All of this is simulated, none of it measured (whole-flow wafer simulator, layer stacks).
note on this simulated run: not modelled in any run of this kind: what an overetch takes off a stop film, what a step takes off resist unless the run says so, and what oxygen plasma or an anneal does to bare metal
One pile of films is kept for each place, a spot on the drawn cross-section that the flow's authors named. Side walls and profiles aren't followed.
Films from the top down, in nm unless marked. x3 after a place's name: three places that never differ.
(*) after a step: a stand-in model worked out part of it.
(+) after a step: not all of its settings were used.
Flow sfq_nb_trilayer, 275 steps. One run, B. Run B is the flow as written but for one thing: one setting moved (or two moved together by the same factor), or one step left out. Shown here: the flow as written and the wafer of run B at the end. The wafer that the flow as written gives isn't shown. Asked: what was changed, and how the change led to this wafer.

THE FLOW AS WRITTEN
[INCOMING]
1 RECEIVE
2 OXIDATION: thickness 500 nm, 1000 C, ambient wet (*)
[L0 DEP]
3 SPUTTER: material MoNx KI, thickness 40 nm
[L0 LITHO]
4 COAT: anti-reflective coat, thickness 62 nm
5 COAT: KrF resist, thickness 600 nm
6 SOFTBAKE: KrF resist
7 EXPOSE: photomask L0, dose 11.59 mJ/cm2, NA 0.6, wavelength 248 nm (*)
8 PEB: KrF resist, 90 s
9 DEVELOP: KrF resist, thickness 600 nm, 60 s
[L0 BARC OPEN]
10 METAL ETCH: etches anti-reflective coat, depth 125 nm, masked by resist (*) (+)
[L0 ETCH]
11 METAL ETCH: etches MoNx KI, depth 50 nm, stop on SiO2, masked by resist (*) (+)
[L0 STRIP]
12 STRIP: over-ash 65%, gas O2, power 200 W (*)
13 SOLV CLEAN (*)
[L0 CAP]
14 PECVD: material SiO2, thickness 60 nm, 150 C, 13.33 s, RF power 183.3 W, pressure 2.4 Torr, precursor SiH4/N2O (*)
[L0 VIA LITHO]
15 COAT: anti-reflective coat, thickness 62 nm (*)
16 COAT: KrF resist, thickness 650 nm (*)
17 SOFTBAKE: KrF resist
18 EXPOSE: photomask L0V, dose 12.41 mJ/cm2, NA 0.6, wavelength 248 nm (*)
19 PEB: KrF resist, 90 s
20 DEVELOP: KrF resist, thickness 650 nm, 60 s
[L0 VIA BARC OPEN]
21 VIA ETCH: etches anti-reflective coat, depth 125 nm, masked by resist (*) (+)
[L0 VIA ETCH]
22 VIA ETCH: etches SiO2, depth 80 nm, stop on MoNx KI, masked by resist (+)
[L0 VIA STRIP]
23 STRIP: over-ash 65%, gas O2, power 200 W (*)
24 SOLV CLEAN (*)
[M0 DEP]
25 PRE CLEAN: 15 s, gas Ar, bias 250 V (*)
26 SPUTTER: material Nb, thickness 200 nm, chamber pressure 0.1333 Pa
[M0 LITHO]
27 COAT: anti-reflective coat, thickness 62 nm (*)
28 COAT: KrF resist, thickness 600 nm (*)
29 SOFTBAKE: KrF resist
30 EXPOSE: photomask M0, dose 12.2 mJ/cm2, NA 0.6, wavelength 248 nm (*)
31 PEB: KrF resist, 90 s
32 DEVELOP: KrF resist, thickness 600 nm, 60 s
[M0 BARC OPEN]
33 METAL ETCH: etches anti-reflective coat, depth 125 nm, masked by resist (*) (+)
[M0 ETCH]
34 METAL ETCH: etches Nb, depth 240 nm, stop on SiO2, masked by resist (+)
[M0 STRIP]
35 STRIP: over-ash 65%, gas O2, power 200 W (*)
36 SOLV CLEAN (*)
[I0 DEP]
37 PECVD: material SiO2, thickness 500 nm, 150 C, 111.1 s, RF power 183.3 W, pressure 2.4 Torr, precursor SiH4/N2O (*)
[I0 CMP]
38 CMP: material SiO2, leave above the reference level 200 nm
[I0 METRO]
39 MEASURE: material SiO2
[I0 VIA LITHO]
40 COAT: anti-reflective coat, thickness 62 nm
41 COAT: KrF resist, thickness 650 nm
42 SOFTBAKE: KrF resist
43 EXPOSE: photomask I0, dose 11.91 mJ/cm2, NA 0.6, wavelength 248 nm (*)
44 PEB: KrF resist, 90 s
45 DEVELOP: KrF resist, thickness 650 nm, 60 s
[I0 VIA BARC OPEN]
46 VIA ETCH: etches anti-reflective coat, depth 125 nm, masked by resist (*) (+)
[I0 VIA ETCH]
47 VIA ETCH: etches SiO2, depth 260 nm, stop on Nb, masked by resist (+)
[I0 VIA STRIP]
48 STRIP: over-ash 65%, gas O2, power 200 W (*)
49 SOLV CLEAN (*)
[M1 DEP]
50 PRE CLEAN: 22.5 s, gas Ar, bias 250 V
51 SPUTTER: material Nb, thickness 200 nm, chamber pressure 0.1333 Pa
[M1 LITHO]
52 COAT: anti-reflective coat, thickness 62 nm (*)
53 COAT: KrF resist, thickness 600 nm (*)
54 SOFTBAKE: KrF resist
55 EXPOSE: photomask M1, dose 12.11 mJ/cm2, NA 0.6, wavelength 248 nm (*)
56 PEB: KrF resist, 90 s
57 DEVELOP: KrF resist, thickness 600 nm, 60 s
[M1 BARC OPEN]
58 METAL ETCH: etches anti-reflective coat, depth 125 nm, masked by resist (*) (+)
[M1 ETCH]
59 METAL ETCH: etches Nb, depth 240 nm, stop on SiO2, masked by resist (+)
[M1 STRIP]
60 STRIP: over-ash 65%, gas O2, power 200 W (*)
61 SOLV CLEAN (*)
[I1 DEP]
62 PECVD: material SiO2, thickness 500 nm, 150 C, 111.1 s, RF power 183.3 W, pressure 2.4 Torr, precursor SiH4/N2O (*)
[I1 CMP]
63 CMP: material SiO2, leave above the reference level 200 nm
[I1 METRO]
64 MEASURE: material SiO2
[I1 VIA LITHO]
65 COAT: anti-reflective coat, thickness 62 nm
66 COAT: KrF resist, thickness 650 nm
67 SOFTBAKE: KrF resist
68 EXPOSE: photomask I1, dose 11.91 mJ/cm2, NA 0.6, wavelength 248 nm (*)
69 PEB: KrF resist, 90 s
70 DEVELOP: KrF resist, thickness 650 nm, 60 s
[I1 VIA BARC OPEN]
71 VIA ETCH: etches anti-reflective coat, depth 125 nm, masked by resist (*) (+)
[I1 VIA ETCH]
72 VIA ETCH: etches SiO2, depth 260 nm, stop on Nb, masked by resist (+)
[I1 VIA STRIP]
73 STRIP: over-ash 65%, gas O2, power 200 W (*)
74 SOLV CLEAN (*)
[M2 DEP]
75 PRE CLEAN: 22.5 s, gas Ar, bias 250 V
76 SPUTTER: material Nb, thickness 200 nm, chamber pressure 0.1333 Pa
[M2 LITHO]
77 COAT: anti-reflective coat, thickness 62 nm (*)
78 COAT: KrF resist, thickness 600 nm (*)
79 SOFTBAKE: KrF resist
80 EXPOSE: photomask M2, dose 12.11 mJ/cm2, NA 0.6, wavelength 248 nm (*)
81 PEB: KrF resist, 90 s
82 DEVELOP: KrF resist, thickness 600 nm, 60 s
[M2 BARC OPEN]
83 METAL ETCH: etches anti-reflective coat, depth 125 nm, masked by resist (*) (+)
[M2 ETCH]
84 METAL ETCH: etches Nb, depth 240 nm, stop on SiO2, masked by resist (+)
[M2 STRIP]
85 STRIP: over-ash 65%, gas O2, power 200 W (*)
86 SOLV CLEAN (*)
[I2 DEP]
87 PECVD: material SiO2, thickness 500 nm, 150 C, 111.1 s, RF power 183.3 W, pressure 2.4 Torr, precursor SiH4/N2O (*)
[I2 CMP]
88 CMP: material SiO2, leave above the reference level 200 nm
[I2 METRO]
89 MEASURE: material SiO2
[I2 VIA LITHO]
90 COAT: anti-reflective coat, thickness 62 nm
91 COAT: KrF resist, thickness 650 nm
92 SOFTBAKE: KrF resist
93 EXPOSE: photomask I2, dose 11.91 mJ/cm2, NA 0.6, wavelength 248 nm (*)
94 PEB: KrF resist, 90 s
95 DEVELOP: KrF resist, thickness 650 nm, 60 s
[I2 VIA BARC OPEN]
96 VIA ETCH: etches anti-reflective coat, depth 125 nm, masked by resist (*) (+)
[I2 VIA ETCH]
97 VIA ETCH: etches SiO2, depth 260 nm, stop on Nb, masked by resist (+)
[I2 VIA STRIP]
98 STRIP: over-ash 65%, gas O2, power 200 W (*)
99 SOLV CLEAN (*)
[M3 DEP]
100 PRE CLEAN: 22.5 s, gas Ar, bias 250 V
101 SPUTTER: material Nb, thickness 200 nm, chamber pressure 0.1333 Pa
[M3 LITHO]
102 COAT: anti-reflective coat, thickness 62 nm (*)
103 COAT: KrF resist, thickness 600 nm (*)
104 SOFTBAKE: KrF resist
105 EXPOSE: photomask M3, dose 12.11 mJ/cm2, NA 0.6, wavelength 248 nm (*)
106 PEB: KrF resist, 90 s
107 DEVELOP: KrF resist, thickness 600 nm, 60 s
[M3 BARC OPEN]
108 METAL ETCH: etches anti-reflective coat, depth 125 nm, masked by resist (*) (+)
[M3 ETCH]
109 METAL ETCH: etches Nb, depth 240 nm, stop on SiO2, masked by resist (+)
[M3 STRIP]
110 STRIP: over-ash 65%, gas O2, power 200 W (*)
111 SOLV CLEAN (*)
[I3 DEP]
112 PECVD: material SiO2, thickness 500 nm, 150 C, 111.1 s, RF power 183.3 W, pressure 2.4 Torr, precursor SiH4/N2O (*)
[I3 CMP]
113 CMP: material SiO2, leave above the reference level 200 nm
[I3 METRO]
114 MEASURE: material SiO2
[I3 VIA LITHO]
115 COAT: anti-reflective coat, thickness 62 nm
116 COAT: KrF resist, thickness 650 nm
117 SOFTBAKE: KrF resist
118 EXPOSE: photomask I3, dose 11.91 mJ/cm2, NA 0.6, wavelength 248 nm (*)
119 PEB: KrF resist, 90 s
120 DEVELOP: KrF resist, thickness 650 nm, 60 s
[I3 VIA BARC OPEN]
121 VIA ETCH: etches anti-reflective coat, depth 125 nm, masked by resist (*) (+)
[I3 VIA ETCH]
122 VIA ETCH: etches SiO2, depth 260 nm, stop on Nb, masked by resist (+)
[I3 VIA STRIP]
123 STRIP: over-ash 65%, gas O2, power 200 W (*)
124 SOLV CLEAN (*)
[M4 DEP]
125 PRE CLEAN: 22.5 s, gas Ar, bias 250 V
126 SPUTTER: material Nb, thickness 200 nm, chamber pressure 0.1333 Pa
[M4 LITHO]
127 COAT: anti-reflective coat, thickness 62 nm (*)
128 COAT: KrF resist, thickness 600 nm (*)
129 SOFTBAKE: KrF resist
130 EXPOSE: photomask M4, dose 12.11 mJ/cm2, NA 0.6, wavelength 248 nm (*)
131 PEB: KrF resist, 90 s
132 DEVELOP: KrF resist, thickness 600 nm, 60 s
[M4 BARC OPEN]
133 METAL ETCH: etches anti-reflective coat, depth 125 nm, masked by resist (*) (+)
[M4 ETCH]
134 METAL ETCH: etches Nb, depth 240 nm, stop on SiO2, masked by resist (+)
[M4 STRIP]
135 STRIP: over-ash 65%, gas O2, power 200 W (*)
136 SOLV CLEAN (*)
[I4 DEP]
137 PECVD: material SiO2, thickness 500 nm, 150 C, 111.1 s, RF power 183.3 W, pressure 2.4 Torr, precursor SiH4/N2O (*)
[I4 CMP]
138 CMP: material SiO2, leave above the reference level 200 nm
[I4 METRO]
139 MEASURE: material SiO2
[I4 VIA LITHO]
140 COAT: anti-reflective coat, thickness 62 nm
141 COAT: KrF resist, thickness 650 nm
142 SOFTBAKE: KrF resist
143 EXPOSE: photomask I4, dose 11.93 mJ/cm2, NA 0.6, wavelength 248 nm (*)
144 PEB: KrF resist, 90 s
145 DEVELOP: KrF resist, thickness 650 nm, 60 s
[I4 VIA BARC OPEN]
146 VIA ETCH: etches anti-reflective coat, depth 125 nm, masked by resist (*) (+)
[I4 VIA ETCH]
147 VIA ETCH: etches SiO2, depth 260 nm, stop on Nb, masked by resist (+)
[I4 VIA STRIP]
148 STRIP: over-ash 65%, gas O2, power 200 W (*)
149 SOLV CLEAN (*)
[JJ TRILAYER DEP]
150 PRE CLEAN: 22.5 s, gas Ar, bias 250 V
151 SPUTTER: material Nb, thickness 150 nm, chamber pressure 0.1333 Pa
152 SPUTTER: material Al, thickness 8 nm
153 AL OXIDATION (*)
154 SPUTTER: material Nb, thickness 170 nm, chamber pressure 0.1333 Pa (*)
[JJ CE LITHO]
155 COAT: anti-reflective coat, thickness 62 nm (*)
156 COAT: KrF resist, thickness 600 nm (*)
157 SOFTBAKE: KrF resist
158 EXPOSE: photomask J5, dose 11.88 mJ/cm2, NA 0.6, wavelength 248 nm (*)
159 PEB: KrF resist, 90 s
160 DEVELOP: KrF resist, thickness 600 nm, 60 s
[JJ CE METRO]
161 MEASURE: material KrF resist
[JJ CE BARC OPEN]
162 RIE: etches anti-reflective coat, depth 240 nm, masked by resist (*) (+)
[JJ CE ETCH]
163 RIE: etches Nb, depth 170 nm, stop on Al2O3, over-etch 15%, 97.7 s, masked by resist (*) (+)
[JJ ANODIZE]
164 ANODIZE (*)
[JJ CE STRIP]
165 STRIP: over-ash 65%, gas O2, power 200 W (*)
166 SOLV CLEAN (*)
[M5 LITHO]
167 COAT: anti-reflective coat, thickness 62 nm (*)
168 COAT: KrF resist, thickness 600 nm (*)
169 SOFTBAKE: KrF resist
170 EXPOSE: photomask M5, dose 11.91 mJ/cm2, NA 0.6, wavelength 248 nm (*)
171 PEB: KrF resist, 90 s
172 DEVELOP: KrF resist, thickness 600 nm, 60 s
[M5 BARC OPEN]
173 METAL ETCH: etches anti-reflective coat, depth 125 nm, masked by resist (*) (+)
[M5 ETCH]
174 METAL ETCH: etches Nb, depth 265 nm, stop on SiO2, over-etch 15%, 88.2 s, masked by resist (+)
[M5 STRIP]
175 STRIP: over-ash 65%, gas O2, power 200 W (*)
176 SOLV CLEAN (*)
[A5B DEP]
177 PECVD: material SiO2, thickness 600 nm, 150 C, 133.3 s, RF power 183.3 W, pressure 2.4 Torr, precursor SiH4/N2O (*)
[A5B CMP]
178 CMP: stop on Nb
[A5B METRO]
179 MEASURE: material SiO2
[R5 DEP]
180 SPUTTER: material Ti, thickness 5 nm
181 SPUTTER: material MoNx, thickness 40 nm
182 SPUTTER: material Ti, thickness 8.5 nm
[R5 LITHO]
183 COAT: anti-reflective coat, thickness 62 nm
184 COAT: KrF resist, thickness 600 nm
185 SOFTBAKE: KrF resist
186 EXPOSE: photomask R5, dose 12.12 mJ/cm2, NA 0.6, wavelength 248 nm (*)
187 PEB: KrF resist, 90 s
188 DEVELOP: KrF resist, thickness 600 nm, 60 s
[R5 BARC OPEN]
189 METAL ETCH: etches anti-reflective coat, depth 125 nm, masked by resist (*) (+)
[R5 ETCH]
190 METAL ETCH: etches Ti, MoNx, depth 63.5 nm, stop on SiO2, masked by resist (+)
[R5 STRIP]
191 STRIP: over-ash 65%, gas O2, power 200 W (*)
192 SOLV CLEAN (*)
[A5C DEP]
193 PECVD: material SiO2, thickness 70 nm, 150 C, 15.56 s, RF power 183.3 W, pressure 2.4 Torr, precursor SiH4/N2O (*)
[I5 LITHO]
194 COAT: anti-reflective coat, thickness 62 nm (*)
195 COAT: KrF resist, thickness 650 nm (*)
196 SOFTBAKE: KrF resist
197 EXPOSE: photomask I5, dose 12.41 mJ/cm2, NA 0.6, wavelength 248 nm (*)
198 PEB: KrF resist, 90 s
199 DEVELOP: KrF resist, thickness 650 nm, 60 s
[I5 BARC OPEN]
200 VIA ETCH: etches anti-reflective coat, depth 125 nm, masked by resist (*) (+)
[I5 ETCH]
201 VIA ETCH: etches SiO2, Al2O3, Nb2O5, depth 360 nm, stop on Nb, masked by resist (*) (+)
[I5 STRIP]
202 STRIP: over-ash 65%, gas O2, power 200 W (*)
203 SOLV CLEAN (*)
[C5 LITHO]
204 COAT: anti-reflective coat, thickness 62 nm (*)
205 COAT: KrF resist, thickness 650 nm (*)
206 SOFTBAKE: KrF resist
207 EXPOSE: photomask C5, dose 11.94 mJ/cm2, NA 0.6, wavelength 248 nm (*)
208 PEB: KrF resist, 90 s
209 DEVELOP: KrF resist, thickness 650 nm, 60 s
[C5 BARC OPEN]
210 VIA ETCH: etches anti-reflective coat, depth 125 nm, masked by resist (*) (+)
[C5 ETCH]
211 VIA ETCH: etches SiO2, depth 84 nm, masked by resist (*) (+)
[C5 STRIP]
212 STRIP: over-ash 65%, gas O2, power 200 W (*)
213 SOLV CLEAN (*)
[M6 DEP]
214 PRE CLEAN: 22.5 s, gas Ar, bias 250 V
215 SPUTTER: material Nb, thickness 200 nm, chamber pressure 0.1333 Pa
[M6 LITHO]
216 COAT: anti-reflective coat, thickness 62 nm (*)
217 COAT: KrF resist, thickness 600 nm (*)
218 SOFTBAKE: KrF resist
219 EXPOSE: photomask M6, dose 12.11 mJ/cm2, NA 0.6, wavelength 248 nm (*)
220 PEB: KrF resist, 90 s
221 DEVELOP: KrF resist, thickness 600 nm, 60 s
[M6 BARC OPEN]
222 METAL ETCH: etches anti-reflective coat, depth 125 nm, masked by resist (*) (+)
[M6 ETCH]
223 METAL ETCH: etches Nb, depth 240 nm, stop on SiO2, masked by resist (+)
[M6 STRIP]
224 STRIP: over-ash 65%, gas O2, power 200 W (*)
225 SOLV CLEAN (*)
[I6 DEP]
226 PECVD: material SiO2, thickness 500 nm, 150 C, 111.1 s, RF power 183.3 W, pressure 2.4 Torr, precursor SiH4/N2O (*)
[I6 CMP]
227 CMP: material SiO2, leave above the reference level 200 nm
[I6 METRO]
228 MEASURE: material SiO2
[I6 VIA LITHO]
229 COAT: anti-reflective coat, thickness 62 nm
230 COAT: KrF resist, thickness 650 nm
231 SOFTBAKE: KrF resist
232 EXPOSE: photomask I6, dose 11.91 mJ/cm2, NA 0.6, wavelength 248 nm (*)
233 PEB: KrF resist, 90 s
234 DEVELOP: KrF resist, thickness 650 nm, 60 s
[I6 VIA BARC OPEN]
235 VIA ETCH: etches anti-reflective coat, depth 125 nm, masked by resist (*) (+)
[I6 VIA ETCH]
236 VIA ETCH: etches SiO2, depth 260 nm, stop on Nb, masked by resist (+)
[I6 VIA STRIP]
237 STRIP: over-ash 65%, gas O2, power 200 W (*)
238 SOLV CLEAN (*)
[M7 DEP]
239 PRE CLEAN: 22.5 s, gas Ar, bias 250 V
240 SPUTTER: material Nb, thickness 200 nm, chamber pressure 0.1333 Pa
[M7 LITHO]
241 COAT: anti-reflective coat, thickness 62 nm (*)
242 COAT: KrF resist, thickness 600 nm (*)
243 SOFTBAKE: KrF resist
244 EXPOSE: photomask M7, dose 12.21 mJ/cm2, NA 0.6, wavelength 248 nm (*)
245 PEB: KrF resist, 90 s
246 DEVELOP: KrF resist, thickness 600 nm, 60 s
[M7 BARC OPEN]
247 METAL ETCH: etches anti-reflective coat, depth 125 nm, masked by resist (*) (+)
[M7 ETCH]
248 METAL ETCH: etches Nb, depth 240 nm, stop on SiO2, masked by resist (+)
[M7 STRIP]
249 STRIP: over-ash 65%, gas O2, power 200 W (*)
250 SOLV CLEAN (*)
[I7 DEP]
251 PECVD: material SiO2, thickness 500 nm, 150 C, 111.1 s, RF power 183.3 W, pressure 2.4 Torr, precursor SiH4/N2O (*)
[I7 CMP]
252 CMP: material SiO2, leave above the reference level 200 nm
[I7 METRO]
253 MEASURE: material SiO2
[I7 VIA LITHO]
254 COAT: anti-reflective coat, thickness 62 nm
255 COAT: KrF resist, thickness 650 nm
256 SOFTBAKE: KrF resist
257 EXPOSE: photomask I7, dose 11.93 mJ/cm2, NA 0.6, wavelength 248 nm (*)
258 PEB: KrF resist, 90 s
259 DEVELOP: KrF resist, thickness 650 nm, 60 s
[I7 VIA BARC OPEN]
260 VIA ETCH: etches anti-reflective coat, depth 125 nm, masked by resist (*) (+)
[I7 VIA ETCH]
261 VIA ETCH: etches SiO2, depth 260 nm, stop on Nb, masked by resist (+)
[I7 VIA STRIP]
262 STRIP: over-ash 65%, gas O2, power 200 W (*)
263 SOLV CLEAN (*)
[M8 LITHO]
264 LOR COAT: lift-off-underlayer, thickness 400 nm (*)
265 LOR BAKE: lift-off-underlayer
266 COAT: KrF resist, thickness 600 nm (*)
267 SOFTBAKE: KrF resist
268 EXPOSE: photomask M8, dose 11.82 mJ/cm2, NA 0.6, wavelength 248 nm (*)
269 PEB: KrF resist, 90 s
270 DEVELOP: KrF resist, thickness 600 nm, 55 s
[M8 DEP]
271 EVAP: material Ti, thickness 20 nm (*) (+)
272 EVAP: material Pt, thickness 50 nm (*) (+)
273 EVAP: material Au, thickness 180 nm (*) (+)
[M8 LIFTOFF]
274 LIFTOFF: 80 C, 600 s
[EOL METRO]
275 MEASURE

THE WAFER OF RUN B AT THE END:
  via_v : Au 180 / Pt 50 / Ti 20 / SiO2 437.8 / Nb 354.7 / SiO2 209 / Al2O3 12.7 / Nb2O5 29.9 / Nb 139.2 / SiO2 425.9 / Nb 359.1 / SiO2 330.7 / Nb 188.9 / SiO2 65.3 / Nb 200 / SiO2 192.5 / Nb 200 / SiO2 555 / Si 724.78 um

The cause: step 72, VIA ETCH: depth 127 nm was run, where the flow has depth 260 nm.

How the change led to this, step by step:
  72 VIA ETCH: etches SiO2, depth 260 nm, stop on Nb, masked by resist (+)
      via_v: SiO2 -127 (as written it would be: SiO2 -199.8 (all of it))
      field_l, v_sur, via_wl and 102 more: KrF resist -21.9 (as written it would be: KrF resist -44.8)
  73 STRIP: over-ash 65%, gas O2, power 200 W (*)
      field_l, v_sur, via_wl and 102 more: KrF resist -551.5 (all of it), anti-reflective coat -62 (all of it) (as written it would be: KrF resist -528.6 (all of it), anti-reflective coat -62 (all of it))
  75 PRE CLEAN: 22.5 s, gas Ar, bias 250 V
      via_v: SiO2 -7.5 (as written it would be: Nb -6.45)
  76 SPUTTER: material Nb, thickness 200 nm, chamber pressure 0.1333 Pa
      via_v: Nb +188.9 (new film) (as written it would be: Nb +174.5)
  77 COAT: anti-reflective coat, thickness 62 nm (*)
      via_sp: anti-reflective coat +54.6 (new film) (as written it would be: anti-reflective coat +53.2 (new film))
      via_v: anti-reflective coat +107.1 (new film) (as written it would be: anti-reflective coat +123.1 (new film))
      (and at 1 more place)
  78 COAT: KrF resist, thickness 600 nm (*)
      via_v: KrF resist +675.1 (new film) (as written it would be: KrF resist +733.7 (new film))
  85 STRIP: over-ash 65%, gas O2, power 200 W (*)
      via_sp: KrF resist -379.2 (all of it), anti-reflective coat -54.6 (all of it) (as written it would be: KrF resist -374.4 (all of it), anti-reflective coat -53.2 (all of it))
      via_v: KrF resist -457.3 (all of it), anti-reflective coat -107.1 (all of it) (as written it would be: KrF resist -515.8 (all of it), anti-reflective coat -123.1 (all of it))
      (and at 1 more place)
  87 PECVD: material SiO2, thickness 500 nm, 150 C, 111.1 s, RF power 183.3 W, pressure 2.4 Torr, precursor SiH4/N2O (*)
      via_v: SiO2 +500 (new film) (as written it would be: SiO2 +606 (new film))
  88 CMP: material SiO2, leave above the reference level 200 nm
      via_v: SiO2 -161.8 (as written it would be: SiO2 -181.6)
Counting metal films that touch as one body, via_v has 7 bodies (between them, from the top down: SiO2 437.8; SiO2 209 / Al2O3 12.7 / Nb2O5 29.9; SiO2 425.9; SiO2 330.7; SiO2 65.3; SiO2 192.5); the flow as written gives 6 bodies (between them, from the top down: SiO2 437.8; SiO2 209 / Al2O3 12.7 / Nb2O5 29.9; SiO2 425.9; SiO2 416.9; SiO2 192.5).
